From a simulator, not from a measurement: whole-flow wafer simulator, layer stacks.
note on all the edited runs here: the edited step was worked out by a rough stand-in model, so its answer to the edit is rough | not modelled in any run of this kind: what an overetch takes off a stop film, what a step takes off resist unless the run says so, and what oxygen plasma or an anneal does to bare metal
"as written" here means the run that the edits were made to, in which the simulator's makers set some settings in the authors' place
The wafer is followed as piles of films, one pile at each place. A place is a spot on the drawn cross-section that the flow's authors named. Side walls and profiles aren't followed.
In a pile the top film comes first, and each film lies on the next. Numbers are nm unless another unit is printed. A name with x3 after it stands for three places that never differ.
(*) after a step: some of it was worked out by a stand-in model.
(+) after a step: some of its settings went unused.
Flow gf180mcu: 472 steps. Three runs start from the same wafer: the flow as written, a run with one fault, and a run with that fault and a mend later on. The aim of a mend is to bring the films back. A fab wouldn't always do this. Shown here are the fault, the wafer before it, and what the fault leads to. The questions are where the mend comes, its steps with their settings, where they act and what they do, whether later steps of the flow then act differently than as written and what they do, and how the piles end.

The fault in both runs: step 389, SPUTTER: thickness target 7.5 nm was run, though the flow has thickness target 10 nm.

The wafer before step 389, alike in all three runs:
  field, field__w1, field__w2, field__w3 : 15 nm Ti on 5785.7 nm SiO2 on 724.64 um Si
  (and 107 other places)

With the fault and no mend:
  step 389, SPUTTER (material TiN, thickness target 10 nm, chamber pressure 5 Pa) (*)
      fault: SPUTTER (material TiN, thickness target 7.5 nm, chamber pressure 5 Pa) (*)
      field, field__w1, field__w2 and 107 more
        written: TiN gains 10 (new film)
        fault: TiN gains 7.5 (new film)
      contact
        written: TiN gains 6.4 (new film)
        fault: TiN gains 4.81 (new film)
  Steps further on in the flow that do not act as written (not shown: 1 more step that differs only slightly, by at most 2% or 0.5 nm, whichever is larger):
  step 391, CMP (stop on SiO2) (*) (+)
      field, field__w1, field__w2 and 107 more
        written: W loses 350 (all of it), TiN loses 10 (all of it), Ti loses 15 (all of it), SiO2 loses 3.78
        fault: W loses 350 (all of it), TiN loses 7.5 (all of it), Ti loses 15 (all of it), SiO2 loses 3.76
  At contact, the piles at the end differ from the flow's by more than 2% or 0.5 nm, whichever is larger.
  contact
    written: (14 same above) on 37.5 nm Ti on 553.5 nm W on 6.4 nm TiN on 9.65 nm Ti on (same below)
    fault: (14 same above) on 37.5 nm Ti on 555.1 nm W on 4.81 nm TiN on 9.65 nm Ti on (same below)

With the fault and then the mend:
  After step 389 comes the mend.
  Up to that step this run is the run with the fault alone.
  step 389a, SPUTTER (material TiN, thickness target 2.5 nm, chamber pressure 5 Pa) (*) (a further turn of the flow's step 389, with different settings)
      field, field__w1, field__w2 and 107 more
        TiN gains 2.5
      contact
        TiN gains 1.6
  None of the later steps of the flow acts differently than as written at any place that is followed.
  The piles end the same as the flow's at every place that both follow.
